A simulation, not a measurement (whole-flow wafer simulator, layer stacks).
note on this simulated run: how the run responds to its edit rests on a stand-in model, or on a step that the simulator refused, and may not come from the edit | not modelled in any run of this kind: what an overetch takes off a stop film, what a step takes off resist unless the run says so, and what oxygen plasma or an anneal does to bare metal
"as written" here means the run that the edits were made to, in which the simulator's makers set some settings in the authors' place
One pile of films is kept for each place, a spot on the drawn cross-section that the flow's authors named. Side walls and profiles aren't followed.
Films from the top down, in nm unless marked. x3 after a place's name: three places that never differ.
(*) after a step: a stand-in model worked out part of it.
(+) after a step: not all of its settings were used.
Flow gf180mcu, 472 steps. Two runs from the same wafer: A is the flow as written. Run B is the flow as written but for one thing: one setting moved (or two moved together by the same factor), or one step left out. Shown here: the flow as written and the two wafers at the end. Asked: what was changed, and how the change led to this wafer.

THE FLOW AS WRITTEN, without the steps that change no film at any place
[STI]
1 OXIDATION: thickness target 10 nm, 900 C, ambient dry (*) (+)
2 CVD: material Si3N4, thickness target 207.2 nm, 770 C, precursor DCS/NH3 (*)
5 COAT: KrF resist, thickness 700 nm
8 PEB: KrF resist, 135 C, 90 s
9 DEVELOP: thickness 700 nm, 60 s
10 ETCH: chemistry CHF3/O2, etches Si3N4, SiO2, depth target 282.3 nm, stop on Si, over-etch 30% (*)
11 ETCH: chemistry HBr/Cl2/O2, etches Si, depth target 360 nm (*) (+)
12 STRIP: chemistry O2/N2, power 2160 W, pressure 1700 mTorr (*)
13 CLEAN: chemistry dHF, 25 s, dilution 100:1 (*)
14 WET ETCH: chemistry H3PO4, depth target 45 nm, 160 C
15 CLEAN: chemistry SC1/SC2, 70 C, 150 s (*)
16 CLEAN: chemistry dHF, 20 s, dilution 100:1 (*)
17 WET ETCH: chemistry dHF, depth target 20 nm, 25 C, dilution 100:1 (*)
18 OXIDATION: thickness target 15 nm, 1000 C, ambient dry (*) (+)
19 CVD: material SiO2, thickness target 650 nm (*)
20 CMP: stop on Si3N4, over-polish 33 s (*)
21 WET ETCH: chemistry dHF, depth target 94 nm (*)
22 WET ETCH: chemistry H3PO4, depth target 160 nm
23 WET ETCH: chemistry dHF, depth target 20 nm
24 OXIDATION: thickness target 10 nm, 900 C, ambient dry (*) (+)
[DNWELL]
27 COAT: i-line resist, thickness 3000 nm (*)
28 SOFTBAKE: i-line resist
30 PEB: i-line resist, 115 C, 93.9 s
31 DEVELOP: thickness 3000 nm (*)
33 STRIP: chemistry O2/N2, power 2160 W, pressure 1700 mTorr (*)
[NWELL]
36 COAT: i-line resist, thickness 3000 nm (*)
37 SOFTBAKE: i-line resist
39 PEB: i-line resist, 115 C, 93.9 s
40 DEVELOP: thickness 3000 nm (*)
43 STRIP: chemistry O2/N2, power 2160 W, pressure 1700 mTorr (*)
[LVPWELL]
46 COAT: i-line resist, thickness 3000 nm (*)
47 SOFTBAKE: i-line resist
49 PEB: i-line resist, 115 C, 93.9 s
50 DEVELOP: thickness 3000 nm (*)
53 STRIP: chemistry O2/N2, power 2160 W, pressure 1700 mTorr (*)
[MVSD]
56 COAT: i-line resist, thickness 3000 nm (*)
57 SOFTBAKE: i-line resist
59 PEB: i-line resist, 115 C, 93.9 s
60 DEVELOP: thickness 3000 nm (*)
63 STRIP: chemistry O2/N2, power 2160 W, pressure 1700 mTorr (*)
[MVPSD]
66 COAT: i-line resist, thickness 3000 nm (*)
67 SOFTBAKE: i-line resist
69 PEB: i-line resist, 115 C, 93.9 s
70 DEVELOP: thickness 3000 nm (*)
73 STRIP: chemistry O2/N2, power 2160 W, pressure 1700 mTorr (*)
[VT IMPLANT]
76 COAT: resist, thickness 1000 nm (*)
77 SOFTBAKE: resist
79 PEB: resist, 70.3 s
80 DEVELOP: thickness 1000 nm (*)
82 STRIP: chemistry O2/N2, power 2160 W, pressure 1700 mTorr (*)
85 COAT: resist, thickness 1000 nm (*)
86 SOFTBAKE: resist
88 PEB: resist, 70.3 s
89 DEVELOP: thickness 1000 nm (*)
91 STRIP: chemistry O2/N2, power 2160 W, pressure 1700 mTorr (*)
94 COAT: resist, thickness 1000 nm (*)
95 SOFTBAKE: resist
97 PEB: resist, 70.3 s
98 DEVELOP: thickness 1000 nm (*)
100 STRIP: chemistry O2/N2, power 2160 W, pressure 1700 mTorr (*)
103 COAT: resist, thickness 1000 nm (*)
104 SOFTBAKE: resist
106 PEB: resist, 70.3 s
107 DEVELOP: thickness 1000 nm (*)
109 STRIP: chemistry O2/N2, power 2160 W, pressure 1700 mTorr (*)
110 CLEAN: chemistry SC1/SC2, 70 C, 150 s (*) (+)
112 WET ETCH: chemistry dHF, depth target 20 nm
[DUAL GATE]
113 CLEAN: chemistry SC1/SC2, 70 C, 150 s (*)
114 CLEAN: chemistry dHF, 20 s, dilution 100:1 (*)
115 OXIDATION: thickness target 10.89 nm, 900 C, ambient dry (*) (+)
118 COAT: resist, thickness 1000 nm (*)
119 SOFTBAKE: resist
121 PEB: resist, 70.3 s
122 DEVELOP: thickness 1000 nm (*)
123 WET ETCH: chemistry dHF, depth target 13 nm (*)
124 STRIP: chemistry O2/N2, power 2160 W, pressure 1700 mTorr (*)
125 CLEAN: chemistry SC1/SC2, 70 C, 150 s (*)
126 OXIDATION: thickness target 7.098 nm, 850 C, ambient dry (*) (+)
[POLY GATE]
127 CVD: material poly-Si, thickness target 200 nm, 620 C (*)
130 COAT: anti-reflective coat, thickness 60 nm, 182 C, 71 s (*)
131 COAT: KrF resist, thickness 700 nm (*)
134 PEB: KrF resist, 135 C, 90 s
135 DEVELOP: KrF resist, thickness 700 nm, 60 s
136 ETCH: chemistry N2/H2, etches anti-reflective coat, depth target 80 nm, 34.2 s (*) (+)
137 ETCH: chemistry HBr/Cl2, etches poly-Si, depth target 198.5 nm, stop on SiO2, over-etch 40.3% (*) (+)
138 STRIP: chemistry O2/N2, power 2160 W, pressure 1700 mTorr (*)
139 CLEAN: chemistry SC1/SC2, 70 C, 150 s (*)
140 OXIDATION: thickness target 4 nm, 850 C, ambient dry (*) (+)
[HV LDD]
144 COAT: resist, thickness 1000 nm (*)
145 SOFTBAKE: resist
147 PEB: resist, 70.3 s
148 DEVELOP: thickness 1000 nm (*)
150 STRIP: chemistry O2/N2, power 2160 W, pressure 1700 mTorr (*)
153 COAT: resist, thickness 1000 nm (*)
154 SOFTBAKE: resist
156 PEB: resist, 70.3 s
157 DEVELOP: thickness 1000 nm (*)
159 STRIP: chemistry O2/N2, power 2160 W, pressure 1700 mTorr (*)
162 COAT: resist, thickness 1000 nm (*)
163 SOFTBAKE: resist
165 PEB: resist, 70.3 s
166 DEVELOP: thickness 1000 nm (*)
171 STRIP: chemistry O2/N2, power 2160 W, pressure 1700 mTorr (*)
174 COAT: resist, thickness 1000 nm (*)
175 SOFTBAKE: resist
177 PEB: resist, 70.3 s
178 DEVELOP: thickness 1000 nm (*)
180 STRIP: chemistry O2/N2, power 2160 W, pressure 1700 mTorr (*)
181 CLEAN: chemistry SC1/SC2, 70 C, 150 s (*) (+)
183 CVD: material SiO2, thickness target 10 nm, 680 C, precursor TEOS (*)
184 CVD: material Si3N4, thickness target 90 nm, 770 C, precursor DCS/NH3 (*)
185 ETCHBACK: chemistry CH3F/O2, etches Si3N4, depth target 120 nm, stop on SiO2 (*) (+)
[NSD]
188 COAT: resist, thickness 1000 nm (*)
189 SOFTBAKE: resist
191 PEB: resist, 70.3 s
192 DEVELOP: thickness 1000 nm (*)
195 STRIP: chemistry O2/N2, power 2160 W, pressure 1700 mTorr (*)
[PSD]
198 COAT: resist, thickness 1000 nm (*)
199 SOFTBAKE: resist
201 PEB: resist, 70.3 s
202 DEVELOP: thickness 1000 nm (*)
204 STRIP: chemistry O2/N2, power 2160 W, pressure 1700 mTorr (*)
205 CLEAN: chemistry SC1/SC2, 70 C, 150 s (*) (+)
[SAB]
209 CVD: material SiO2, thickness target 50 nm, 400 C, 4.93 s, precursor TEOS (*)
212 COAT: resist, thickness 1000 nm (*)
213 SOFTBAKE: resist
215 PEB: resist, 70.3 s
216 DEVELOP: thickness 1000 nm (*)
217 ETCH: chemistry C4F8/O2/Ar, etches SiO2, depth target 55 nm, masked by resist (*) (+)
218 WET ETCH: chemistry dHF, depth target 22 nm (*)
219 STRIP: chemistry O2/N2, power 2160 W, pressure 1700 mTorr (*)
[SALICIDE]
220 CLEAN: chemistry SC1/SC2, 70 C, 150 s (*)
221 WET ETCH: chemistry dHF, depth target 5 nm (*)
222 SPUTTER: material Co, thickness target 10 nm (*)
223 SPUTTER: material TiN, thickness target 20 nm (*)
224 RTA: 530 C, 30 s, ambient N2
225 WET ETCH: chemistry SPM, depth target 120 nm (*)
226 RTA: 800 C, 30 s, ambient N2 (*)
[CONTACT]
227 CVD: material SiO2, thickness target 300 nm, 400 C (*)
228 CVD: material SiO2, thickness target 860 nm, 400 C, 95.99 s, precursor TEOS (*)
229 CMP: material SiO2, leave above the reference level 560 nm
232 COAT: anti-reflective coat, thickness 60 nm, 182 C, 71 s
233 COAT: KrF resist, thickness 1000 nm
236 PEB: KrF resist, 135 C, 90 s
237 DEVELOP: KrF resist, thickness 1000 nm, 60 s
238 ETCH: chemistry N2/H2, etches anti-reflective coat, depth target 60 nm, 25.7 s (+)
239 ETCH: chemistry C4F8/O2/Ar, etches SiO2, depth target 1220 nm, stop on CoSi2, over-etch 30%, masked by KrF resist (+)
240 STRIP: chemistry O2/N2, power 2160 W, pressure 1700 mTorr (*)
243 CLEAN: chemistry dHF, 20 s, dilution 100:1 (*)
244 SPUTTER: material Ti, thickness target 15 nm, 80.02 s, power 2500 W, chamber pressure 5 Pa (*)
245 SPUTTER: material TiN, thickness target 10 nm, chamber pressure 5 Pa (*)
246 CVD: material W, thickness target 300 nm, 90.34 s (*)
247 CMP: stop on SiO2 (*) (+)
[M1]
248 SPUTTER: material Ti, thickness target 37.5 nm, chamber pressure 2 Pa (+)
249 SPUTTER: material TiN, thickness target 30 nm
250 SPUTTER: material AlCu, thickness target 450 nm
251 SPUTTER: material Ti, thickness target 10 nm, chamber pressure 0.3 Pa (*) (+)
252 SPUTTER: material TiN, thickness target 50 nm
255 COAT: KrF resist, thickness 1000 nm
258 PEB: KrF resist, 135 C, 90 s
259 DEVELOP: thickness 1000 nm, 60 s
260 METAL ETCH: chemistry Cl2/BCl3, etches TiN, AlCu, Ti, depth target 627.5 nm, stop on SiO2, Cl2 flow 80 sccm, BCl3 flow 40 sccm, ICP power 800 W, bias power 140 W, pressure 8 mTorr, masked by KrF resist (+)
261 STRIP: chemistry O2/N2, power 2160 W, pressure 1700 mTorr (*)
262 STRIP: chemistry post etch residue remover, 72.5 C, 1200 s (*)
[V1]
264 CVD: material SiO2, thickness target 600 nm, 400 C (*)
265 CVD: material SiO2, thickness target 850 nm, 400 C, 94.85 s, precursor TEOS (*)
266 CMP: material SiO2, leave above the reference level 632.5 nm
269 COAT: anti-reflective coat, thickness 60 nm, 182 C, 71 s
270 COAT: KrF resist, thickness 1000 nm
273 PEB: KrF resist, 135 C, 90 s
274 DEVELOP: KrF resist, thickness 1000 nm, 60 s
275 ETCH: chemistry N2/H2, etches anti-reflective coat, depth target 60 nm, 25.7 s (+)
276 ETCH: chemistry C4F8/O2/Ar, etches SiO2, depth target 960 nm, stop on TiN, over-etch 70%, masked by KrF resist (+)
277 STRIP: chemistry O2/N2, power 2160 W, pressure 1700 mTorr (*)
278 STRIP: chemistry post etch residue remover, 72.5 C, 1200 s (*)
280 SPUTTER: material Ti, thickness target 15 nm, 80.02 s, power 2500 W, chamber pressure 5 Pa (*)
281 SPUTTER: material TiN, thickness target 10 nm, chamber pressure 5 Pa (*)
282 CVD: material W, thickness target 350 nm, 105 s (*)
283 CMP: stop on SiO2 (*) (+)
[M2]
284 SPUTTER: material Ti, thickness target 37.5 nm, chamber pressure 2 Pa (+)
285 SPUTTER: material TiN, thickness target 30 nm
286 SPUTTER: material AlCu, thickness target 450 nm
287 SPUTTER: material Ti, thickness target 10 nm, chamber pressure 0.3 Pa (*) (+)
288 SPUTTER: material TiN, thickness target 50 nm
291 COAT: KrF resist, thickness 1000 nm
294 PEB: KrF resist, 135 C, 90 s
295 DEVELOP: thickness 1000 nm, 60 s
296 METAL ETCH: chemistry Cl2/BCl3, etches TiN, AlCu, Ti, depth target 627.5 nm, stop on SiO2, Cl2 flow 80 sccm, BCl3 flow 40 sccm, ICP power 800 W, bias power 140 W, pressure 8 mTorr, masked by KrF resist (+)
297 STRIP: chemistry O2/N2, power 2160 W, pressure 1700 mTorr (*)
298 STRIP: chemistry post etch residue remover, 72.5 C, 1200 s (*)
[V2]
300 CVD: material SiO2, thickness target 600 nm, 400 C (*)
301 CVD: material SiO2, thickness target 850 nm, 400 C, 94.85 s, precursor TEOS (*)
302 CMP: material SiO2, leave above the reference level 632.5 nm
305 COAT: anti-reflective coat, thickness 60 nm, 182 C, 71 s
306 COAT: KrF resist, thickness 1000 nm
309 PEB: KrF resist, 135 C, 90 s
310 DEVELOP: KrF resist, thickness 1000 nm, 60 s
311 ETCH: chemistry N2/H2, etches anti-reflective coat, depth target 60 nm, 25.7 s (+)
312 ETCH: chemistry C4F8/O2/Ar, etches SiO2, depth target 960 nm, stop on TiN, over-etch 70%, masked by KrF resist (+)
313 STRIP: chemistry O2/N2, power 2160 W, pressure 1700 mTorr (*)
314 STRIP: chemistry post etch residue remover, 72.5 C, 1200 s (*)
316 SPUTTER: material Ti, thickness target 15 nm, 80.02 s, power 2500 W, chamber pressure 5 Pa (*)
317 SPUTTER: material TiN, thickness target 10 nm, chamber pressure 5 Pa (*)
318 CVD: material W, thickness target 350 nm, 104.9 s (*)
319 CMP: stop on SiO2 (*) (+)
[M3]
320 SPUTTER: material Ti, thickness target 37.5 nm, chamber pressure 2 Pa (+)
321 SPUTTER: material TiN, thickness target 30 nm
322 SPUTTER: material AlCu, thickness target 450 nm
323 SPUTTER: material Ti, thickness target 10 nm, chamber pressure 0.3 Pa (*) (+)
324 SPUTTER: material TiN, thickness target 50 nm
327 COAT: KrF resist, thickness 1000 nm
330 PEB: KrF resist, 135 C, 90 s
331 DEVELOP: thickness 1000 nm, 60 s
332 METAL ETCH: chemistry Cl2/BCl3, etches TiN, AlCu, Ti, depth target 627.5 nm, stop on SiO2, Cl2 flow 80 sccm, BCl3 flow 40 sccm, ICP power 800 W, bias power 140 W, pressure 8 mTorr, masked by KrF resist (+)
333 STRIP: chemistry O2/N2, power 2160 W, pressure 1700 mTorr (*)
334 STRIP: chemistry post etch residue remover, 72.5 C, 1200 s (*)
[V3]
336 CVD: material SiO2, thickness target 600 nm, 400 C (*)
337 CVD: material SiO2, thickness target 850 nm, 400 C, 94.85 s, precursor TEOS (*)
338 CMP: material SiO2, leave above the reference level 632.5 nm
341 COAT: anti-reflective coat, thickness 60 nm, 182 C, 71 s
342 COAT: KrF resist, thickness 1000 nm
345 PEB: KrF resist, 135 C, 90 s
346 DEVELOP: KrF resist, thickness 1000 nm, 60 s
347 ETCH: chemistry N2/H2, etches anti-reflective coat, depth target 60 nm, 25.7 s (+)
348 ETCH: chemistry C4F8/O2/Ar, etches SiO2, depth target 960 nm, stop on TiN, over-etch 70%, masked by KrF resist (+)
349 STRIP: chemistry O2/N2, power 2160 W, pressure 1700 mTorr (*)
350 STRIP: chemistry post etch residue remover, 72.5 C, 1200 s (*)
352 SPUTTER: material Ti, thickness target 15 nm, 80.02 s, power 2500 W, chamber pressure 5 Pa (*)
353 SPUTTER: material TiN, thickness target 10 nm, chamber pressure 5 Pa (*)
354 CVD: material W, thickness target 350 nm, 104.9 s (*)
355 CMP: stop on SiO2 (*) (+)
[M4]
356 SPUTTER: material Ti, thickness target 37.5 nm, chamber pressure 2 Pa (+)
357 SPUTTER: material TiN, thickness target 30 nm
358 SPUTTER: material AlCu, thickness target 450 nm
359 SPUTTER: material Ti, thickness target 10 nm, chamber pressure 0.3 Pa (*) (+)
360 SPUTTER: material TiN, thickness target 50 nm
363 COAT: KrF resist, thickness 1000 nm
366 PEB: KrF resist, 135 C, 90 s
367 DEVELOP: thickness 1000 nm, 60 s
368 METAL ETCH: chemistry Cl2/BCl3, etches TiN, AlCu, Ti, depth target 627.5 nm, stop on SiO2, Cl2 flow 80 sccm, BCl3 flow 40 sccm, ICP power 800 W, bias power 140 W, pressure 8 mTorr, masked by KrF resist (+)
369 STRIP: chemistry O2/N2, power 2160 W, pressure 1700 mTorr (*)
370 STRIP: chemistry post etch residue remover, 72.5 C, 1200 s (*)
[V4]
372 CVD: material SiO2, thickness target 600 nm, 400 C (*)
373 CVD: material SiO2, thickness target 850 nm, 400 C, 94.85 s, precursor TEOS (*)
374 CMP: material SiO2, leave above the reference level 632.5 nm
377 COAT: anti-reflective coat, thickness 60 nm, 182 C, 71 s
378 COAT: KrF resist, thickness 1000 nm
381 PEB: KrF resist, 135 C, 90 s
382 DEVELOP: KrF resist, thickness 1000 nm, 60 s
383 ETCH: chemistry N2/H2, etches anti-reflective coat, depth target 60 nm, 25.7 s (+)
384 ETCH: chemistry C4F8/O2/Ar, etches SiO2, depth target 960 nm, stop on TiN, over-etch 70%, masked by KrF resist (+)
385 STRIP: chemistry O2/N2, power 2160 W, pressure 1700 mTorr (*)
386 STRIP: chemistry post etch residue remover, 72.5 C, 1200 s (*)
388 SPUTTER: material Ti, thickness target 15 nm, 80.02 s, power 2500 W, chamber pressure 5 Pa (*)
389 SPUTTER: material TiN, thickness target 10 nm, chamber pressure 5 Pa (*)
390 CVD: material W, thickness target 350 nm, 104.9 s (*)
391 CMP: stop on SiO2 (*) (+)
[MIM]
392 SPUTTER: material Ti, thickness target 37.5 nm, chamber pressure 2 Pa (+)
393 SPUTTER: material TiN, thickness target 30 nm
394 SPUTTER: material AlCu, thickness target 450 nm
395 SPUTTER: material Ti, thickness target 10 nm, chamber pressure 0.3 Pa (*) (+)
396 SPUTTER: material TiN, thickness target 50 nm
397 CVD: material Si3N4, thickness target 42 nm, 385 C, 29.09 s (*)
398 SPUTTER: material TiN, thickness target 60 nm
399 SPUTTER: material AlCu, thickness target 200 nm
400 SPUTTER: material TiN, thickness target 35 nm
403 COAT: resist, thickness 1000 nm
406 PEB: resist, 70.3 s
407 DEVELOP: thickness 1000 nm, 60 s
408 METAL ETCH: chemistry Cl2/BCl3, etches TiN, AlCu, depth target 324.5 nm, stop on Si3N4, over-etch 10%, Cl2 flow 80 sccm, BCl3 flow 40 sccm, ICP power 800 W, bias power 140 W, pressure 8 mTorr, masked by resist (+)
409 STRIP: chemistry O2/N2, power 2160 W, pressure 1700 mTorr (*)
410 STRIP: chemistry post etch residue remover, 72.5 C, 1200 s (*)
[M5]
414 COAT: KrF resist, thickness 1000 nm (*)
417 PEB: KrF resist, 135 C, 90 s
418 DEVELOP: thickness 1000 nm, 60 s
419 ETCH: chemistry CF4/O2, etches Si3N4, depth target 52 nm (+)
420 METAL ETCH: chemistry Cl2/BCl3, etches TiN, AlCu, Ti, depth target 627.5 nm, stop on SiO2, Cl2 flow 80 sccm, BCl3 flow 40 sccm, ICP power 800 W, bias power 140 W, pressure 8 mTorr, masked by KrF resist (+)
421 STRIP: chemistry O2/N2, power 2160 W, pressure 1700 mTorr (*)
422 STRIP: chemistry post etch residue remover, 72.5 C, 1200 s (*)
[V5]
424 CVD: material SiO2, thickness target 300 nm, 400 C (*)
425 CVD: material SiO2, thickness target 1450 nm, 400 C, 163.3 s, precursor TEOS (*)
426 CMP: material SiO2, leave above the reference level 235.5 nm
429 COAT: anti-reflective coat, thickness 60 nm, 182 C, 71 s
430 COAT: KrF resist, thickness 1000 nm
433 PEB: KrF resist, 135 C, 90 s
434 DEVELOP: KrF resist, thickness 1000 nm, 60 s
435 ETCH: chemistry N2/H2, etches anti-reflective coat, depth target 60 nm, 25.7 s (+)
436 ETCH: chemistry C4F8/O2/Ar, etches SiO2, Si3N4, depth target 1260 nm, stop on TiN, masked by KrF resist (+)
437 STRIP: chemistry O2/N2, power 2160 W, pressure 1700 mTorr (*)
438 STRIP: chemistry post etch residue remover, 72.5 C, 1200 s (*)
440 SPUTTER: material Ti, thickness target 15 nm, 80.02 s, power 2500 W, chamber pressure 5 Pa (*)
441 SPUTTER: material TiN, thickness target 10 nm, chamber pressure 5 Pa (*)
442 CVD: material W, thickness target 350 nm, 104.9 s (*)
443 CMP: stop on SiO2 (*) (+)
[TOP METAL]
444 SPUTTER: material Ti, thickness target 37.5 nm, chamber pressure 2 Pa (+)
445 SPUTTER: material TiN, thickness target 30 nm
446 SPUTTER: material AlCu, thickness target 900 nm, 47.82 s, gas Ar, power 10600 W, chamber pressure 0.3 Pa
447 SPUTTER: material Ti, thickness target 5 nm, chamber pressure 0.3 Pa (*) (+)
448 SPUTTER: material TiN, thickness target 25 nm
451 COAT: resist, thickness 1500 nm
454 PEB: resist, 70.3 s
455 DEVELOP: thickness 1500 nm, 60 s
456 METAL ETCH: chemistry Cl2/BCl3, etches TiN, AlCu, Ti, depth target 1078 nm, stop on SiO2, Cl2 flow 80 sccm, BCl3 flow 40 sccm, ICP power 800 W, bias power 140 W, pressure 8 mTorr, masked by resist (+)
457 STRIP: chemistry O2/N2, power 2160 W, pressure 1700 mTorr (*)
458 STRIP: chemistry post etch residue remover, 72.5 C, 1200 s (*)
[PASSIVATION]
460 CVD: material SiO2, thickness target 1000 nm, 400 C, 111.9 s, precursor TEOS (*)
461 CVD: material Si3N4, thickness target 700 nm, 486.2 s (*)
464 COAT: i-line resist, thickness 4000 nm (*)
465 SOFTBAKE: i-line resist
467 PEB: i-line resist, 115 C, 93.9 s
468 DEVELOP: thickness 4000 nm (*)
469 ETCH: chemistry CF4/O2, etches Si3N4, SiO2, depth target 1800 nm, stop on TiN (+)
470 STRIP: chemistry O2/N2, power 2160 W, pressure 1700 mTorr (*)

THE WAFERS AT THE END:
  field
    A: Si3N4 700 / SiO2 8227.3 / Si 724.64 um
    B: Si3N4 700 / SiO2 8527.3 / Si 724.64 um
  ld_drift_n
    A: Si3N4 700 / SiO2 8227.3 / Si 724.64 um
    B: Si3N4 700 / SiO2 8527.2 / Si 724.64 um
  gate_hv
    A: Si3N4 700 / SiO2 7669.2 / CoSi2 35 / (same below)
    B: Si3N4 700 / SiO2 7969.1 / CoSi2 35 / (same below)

The cause: step 374, CMP: leave above the reference level 964.6 nm was run, where the flow has leave above the reference level 632.5 nm.

How the change led to this, step by step:
  374 CMP: material SiO2, leave above the reference level 632.5 nm
      field, field__w1, field__w2 and 103 more: A SiO2 -300 | B nothing
      field__w8, contact, m1, m1__w1, m1_nw: A SiO2 -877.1 | B SiO2 -545
  377 COAT: anti-reflective coat, thickness 60 nm, 182 C, 71 s
      field: A anti-reflective coat +60 (new film) | B anti-reflective coat +72.7 (new film)
      field__w8: A anti-reflective coat +60 (new film) | B anti-reflective coat +41.7 (new film)
      (and at 11 more places)
  383 ETCH: chemistry N2/H2, etches anti-reflective coat, depth target 60 nm, 25.7 s (+)
      contact: A anti-reflective coat -60 (all of it), SiO2 -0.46 | B anti-reflective coat -42.4 (all of it), SiO2 -0.91
  384 ETCH: chemistry C4F8/O2/Ar, etches SiO2, depth target 960 nm, stop on TiN, over-etch 70%, masked by KrF resist (+)
      contact: A SiO2 -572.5 (all of it) | B SiO2 -904.1 (all of it)
  385 STRIP: chemistry O2/N2, power 2160 W, pressure 1700 mTorr (*)
      field: A KrF resist -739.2 (all of it), anti-reflective coat -60 (all of it) | B KrF resist -732.7 (all of it), anti-reflective coat -72.7 (all of it)
      field__w8: A KrF resist -739.2 (all of it), anti-reflective coat -60 (all of it) | B KrF resist -736.2 (all of it), anti-reflective coat -41.7 (all of it)
      (and at 10 more places)
  388 SPUTTER: material Ti, thickness target 15 nm, 80.02 s, power 2500 W, chamber pressure 5 Pa (*)
      contact: A Ti +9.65 (new film) | B Ti +8.11 (new film)
  389 SPUTTER: material TiN, thickness target 10 nm, chamber pressure 5 Pa (*)
      contact: A TiN +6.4 (new film) | B TiN +5.38 (new film)
  390 CVD: material W, thickness target 350 nm, 104.9 s (*)
      contact: A W +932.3 (new film) | B W +1234.8 (new film)
  391 CMP: stop on SiO2 (*) (+)
      m1, m1__w1, m1_nw: A W -350 (all of it), TiN -10 (all of it), Ti -15 (all of it), SiO2 -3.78 | B W -350 (all of it), TiN -10 (all of it), Ti -15 (all of it), SiO2 -5.08
      field__w8: A W -350 (all of it), TiN -10 (all of it), Ti -15 (all of it), SiO2 -3.78 | B W -350 (all of it), TiN -10 (all of it), Ti -15 (all of it), SiO2 -5.09
  403 COAT: resist, thickness 1000 nm
      field__w8: A resist +1000 (new film) | B resist +973.1 (new film)
      m1: A resist +1000 (new film) | B resist +972.9 (new film)
      (and at 2 more places)
  404 SOFTBAKE: resist
      field__w8: A nothing | B resist -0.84
      contact: A nothing | B resist -0.73
      (and at 4 more places)
  407 DEVELOP: thickness 1000 nm, 60 s
      field__w8: A resist -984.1 (all of it) | B resist -956.8 (all of it)
      m1: A resist -984.1 (all of it) | B resist -956.5 (all of it)
      (and at 2 more places)
  414 COAT: KrF resist, thickness 1000 nm (*)
      field__w8: A KrF resist +1000 (new film) | B KrF resist +974.5 (new film)
      m1: A KrF resist +1000.5 (new film) | B KrF resist +974.6 (new film)
      (and at 2 more places)
  421 STRIP: chemistry O2/N2, power 2160 W, pressure 1700 mTorr (*)
      field__w8: A KrF resist -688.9 (all of it) | B KrF resist -663.6 (all of it)
      m1: A KrF resist -689.3 (all of it) | B KrF resist -663.7 (all of it)
      (and at 2 more places)
  426 CMP: material SiO2, leave above the reference level 235.5 nm
      field__w8, m1, m1__w1, m1_nw: A SiO2 -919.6 | B SiO2 -950.4
